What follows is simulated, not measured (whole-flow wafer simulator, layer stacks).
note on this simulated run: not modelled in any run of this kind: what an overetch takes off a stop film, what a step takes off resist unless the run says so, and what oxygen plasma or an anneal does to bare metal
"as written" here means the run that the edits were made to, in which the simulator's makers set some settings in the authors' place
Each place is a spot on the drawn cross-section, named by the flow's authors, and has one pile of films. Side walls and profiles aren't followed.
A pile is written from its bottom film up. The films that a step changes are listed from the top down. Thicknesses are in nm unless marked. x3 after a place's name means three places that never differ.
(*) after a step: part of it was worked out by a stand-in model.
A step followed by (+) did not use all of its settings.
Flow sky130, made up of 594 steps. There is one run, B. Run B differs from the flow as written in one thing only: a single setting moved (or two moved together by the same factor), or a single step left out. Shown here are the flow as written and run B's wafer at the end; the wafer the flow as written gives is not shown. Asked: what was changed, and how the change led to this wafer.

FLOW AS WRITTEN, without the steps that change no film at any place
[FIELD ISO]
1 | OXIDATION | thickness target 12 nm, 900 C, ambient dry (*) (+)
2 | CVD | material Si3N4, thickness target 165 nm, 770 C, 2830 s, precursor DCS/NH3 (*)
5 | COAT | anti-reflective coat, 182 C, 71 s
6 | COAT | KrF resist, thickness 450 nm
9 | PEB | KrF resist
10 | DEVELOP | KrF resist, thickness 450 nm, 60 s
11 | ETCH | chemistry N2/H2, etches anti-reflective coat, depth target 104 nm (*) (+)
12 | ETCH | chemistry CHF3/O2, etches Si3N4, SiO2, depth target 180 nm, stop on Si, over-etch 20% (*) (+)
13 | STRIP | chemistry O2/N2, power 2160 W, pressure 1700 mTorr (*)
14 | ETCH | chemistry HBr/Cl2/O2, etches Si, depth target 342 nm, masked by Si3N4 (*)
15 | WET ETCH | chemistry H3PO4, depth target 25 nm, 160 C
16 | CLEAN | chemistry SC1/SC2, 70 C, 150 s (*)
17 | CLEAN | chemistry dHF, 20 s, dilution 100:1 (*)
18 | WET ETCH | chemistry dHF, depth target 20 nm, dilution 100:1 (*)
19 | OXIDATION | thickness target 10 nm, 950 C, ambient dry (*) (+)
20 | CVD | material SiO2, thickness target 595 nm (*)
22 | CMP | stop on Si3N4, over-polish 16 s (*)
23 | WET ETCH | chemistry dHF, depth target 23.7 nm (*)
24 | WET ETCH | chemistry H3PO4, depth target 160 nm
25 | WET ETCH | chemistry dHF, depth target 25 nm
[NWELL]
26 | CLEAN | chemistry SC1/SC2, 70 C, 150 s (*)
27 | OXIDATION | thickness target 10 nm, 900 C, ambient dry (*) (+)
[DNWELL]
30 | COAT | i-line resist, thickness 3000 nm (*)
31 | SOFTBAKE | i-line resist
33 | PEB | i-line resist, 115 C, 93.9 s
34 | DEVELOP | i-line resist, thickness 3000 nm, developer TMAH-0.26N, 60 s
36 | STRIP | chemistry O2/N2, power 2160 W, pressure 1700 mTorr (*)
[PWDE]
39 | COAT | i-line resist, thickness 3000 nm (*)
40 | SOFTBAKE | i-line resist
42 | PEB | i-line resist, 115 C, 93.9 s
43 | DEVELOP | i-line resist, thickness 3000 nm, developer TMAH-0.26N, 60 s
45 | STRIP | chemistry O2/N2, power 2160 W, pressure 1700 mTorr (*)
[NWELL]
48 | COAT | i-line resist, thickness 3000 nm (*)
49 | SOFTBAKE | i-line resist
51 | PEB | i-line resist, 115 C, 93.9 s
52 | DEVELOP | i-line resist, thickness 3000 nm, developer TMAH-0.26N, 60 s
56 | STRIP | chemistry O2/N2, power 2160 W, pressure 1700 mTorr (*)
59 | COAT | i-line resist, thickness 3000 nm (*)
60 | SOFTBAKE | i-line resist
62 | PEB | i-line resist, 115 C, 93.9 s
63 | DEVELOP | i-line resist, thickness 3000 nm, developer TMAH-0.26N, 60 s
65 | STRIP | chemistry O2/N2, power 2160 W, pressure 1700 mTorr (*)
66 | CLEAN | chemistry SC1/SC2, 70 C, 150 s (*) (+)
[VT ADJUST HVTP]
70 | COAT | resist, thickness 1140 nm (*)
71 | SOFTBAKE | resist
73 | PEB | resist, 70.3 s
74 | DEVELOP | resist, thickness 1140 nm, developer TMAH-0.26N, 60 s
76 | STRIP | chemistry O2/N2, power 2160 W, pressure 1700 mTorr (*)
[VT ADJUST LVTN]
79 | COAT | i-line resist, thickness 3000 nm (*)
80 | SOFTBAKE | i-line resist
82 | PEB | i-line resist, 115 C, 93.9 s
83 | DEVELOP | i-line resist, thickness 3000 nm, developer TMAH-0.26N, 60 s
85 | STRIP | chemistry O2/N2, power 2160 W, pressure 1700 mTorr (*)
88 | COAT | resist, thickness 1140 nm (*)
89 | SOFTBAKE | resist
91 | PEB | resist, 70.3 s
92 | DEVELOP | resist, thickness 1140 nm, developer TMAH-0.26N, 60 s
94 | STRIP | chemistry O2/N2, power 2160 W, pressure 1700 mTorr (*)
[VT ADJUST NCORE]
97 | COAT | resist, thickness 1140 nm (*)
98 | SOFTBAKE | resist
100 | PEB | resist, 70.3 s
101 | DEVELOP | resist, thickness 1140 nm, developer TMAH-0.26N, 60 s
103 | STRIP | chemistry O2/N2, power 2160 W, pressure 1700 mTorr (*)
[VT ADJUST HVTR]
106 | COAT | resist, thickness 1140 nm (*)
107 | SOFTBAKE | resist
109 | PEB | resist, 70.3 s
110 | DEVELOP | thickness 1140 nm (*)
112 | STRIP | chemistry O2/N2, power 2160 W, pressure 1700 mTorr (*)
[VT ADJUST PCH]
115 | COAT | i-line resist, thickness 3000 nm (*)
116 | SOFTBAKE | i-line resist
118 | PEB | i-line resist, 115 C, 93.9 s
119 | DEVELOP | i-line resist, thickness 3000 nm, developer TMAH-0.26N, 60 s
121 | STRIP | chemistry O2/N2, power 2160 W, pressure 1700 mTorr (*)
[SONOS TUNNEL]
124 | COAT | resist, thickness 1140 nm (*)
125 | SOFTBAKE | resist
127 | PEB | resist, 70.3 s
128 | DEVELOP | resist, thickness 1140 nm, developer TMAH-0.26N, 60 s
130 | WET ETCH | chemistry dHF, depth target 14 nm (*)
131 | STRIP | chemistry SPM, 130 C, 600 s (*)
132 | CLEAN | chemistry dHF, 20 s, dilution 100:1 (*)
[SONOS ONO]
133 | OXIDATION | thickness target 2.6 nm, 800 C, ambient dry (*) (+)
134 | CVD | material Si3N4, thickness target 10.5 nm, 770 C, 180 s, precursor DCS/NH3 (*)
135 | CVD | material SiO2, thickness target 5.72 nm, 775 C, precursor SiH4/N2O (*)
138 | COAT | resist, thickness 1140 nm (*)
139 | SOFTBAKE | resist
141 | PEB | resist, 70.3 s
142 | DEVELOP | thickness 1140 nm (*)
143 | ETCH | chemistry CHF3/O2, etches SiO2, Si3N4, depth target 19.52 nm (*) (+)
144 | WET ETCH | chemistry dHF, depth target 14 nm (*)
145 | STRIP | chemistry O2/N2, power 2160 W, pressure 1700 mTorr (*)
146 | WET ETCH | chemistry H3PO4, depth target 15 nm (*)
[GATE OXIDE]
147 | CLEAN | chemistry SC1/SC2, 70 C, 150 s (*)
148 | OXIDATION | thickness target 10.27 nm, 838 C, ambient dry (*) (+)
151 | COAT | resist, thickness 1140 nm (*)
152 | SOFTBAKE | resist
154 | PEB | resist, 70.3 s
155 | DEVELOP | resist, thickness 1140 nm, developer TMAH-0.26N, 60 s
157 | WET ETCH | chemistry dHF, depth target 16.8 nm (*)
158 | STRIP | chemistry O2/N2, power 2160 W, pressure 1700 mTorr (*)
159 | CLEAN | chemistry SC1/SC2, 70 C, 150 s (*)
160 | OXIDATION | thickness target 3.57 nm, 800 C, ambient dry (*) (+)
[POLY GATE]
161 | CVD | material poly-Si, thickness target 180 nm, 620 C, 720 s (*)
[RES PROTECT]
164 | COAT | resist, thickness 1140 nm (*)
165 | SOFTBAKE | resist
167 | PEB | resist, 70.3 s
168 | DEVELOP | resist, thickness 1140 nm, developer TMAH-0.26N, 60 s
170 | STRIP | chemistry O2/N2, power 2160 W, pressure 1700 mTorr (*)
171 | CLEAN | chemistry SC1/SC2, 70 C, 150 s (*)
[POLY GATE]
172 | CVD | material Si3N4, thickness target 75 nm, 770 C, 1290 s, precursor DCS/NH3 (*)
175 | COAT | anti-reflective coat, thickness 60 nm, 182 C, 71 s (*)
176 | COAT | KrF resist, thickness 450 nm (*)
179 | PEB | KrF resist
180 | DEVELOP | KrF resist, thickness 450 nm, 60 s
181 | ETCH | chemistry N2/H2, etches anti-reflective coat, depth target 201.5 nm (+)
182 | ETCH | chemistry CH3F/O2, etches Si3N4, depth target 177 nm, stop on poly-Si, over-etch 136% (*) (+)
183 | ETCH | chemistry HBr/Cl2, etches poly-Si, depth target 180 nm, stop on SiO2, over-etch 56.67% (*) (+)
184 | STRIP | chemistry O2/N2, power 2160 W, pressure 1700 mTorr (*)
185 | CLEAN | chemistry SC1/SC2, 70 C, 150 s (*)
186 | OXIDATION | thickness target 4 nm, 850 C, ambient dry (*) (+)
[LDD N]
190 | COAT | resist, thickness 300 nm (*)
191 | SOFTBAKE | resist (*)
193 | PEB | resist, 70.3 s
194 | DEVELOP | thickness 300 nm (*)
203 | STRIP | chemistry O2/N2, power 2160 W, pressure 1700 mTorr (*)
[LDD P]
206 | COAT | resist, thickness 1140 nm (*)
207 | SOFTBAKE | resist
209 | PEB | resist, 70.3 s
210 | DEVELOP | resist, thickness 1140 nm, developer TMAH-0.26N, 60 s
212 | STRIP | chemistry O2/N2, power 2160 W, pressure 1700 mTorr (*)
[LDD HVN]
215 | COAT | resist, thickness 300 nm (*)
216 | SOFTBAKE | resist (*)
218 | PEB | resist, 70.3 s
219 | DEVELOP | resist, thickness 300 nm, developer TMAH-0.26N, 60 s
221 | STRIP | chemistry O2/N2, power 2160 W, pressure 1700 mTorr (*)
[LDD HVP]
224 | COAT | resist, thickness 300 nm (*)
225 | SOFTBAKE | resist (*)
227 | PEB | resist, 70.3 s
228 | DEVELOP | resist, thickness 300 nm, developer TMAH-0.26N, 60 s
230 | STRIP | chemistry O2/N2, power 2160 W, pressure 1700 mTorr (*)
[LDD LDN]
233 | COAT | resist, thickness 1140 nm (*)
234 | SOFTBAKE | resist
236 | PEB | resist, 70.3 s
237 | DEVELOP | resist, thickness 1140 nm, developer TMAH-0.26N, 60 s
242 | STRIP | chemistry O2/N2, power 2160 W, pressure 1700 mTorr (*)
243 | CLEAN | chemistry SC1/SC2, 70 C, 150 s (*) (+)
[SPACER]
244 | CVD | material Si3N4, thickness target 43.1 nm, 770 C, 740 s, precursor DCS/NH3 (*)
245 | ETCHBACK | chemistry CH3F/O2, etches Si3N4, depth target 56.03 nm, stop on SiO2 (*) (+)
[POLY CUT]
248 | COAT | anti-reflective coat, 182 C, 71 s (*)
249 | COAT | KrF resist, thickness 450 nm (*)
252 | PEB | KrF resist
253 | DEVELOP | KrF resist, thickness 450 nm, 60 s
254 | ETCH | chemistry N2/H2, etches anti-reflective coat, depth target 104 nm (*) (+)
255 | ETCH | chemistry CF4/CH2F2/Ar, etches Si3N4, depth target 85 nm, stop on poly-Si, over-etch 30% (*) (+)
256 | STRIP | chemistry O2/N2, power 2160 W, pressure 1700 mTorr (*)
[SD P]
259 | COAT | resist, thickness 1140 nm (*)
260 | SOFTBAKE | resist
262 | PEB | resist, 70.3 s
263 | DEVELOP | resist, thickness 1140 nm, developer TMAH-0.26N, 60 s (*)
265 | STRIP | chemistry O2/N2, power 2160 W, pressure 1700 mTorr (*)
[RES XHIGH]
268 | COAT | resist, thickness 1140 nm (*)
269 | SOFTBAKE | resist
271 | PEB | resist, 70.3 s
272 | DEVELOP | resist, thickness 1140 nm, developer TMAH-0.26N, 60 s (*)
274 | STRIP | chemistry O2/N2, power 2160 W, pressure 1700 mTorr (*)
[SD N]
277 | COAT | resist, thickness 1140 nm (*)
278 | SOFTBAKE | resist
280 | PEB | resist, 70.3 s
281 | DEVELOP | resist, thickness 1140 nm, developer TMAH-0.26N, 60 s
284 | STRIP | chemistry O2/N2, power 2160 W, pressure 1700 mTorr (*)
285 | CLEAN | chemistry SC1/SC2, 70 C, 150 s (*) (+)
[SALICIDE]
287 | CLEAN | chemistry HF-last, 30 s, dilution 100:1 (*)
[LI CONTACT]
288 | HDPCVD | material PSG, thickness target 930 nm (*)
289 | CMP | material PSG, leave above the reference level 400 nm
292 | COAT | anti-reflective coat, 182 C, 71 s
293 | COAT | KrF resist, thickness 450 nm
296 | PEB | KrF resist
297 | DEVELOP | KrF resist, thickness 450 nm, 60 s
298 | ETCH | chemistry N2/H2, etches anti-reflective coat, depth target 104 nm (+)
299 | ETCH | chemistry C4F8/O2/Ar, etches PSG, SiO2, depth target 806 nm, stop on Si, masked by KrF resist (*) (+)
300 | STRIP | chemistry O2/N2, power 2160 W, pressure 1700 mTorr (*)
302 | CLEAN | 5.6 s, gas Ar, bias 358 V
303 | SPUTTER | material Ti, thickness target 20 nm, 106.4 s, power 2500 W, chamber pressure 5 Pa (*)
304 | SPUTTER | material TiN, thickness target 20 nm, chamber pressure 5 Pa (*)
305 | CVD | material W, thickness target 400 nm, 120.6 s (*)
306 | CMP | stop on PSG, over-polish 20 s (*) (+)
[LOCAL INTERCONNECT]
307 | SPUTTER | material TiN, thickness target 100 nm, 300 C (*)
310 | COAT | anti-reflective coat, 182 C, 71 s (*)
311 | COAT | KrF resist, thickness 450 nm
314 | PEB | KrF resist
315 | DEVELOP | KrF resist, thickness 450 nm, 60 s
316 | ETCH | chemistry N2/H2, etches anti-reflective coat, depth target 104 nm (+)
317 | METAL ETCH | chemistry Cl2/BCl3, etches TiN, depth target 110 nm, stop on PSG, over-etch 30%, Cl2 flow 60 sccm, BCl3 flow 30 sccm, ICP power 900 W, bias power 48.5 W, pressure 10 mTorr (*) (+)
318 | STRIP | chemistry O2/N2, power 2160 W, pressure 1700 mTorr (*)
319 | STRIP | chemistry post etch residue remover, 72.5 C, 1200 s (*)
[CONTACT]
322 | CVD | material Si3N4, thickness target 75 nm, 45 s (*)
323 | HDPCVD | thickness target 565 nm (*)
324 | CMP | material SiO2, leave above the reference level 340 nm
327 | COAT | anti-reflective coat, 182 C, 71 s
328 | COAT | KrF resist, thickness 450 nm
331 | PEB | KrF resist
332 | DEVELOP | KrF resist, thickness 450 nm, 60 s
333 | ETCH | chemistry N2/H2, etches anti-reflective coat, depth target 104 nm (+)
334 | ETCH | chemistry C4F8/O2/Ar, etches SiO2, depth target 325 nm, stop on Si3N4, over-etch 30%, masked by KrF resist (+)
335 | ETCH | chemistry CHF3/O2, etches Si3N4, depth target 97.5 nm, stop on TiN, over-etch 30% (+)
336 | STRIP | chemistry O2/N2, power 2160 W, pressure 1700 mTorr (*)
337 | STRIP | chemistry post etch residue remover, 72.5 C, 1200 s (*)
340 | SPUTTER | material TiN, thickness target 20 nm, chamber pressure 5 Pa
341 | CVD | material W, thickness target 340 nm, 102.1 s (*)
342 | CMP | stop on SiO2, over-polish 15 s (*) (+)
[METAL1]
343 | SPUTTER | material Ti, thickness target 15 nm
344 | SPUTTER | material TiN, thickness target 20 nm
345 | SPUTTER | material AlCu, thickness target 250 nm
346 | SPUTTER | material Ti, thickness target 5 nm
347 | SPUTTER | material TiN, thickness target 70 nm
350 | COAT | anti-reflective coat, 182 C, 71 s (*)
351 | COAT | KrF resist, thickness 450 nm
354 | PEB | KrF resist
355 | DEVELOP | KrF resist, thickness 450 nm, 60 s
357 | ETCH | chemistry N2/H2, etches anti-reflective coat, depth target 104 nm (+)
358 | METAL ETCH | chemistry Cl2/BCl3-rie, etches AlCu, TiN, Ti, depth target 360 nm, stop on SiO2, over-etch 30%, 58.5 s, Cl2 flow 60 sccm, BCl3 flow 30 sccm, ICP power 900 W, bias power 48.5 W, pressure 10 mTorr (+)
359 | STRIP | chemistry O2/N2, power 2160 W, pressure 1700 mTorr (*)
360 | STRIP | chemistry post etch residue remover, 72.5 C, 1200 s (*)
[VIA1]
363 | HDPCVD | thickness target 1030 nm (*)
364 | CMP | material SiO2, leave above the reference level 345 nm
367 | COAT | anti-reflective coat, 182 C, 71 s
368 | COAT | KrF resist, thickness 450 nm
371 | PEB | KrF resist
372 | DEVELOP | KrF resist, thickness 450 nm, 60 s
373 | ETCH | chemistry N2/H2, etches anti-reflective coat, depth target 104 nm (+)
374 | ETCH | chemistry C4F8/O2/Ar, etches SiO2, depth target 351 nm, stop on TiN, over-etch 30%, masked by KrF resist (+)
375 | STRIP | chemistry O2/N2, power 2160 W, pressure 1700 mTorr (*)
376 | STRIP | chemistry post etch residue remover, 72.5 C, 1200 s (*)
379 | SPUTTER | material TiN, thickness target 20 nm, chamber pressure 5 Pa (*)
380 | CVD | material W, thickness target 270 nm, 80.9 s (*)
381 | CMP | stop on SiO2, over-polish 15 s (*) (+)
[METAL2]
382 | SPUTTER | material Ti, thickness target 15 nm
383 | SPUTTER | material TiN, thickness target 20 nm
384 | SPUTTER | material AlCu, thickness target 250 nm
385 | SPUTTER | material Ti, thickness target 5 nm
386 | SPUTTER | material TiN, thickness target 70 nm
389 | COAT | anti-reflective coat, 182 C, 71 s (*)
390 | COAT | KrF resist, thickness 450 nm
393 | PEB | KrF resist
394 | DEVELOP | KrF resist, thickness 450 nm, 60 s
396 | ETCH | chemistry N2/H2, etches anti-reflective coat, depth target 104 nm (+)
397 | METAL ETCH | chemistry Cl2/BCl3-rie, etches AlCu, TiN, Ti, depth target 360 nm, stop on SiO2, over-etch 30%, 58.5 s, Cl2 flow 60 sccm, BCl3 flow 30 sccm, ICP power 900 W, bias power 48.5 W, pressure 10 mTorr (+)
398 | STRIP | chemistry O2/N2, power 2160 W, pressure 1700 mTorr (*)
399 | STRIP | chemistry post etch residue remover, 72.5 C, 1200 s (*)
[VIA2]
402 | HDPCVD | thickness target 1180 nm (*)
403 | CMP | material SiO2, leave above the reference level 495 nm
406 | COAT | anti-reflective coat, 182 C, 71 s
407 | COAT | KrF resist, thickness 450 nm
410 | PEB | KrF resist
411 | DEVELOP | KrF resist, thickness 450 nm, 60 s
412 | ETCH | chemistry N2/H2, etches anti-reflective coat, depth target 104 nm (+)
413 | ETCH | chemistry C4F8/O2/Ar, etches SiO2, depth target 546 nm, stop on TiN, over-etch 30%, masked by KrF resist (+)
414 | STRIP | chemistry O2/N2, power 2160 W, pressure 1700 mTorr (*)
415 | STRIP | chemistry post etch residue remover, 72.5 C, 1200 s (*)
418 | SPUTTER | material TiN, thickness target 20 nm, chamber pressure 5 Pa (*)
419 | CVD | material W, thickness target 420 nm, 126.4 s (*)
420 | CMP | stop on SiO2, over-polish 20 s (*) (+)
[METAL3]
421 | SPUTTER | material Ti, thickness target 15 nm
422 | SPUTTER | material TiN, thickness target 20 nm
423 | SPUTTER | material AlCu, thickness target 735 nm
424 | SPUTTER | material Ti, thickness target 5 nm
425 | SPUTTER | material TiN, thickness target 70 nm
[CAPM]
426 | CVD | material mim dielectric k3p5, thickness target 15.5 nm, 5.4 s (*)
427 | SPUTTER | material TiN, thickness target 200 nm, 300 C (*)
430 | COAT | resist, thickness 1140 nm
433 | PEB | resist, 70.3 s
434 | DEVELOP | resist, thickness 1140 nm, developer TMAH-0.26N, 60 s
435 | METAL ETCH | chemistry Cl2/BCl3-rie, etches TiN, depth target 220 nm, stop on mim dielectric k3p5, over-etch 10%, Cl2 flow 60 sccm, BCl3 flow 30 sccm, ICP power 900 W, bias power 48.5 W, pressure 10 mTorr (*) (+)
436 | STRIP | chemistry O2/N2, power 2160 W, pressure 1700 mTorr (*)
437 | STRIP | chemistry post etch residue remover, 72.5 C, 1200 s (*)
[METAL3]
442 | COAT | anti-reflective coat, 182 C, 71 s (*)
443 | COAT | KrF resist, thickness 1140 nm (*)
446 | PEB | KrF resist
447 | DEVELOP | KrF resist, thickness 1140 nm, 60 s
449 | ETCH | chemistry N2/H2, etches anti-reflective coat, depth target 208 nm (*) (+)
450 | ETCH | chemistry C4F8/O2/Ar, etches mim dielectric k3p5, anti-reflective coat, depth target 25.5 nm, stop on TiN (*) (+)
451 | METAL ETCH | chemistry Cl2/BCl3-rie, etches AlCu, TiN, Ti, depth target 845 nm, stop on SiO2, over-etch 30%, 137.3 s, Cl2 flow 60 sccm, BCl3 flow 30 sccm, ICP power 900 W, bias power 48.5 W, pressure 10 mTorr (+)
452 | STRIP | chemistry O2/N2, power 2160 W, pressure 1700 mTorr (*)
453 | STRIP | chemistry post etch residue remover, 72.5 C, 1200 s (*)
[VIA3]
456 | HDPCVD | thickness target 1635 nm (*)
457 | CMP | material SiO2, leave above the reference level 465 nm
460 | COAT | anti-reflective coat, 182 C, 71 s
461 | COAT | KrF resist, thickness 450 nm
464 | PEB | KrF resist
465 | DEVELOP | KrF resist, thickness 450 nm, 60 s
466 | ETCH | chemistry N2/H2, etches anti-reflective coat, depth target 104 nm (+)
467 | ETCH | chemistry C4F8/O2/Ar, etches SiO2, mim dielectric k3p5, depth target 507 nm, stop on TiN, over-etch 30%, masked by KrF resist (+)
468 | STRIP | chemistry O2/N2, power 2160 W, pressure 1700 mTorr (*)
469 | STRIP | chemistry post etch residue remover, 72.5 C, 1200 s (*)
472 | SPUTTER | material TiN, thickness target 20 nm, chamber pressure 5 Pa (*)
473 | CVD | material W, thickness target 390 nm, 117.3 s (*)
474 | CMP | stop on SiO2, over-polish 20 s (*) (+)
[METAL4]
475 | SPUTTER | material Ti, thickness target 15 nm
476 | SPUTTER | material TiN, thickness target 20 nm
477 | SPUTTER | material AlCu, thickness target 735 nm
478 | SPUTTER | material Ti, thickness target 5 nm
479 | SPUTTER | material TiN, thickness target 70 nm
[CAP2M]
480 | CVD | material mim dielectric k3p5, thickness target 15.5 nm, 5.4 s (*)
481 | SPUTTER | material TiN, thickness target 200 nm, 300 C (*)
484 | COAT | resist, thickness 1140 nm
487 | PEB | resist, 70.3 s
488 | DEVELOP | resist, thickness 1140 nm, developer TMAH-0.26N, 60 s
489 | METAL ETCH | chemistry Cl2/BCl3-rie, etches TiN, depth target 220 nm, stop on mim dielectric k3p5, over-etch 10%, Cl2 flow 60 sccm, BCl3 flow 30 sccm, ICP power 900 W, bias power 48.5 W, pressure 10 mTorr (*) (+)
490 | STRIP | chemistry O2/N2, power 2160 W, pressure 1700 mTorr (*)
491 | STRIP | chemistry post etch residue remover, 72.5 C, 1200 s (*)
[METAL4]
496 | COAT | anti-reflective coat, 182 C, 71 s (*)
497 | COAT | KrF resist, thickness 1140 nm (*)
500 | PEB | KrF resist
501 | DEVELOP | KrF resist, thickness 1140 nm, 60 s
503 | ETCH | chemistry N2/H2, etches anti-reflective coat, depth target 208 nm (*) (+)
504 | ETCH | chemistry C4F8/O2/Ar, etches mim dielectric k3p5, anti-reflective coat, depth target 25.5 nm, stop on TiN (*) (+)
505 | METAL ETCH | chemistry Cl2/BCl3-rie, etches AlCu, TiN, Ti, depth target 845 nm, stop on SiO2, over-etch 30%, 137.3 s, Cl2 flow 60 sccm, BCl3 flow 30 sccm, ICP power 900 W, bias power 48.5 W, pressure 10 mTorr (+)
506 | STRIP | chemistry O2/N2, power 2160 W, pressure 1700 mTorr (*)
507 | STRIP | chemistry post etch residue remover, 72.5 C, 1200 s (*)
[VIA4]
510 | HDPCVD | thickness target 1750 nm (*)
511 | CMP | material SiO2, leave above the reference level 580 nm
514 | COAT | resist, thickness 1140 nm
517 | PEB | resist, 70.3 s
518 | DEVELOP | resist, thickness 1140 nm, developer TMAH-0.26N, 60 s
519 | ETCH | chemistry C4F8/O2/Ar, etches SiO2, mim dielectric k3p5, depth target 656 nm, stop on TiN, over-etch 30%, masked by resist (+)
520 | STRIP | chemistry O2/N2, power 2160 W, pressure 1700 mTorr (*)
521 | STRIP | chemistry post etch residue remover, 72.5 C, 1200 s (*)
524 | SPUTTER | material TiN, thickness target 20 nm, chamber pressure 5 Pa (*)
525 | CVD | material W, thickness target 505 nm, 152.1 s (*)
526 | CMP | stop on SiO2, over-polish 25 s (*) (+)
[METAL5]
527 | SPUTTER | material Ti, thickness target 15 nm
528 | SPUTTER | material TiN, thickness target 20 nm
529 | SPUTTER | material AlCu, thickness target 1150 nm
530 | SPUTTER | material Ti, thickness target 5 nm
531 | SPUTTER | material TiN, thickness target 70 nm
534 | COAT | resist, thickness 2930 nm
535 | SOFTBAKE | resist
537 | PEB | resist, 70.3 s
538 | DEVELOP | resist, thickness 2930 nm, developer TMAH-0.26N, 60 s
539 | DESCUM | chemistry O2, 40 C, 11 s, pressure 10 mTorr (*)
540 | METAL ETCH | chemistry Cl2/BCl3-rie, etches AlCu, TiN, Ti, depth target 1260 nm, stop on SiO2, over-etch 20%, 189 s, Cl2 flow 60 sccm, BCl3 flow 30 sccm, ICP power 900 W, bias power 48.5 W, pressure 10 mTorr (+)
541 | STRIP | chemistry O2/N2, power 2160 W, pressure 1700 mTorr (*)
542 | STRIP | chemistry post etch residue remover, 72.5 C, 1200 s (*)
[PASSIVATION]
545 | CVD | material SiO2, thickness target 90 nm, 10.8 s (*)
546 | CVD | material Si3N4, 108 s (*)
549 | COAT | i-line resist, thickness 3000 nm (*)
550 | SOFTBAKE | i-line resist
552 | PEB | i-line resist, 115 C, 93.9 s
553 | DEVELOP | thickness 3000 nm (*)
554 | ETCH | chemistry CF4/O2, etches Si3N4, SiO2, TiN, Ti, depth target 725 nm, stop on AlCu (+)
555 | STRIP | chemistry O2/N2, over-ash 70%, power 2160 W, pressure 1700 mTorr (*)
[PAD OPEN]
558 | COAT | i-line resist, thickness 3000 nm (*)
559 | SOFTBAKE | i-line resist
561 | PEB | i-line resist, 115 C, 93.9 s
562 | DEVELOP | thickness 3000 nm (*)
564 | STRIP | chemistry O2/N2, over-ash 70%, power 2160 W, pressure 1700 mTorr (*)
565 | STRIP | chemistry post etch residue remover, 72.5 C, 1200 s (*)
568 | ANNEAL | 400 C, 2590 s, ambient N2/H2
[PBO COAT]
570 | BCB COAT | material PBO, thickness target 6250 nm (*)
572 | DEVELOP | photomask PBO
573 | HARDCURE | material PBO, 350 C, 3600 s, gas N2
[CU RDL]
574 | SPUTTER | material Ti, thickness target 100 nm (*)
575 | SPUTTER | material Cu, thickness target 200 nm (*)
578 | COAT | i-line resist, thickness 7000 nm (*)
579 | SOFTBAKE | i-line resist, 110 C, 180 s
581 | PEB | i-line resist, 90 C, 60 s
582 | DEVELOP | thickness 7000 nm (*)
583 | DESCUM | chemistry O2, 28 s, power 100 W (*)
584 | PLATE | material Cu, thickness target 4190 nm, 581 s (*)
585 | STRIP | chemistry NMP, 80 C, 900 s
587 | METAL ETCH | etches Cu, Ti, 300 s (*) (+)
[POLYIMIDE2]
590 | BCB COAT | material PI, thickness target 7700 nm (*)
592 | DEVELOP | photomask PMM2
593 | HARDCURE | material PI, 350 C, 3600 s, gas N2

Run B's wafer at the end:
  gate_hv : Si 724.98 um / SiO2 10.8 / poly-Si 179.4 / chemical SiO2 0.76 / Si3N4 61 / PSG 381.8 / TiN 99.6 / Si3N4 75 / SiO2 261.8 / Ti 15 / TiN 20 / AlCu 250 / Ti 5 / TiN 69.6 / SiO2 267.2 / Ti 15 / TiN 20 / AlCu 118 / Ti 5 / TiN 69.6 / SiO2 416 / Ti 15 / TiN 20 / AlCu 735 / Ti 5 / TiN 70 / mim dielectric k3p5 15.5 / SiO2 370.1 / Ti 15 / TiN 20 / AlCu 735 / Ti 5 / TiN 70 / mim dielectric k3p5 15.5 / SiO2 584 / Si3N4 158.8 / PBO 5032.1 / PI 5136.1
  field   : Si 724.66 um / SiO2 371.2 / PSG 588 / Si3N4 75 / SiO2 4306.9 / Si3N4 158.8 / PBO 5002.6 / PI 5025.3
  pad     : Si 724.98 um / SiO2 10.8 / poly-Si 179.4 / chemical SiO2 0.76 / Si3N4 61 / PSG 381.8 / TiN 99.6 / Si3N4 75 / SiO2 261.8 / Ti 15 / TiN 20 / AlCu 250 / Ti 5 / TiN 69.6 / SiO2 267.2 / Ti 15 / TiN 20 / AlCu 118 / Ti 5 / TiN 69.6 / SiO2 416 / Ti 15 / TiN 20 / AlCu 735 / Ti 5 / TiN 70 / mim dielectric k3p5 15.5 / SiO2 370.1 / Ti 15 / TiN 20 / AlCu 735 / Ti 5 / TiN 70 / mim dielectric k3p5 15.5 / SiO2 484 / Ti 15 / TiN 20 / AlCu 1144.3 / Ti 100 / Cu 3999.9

What caused this: step 384, SPUTTER: thickness target 118 nm was run, while the flow as written has thickness target 250 nm.
The wafer itself shows it: gate_hv has AlCu 118, and step 384 as written asks for 250 nm.

Step by step, how the change led to this:
  384 | SPUTTER | material AlCu, thickness target 250 nm
      field, active, n_well and 188 more: +118 AlCu (new film) (it would be, as written: +250 AlCu (new film))
  397 | METAL ETCH | chemistry Cl2/BCl3-rie, etches AlCu, TiN, Ti, depth target 360 nm, stop on SiO2, over-etch 30%, 58.5 s, Cl2 flow 60 sccm, BCl3 flow 30 sccm, ICP power 900 W, bias power 48.5 W, pressure 10 mTorr (+)
      field, active, gate and 82 more: -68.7 TiN (all of it), -5 Ti (all of it), -118 AlCu (all of it), -20 TiN (all of it), -15 Ti (all of it), -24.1 SiO2 (it would be, as written: -68.7 TiN (all of it), -5 Ti (all of it), -250 AlCu (all of it), -20 TiN (all of it), -15 Ti (all of it), -10.9 SiO2)
  403 | CMP | material SiO2, leave above the reference level 495 nm
      field, active, gate and 82 more: -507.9 SiO2 (it would be, as written: -389.1 SiO2)
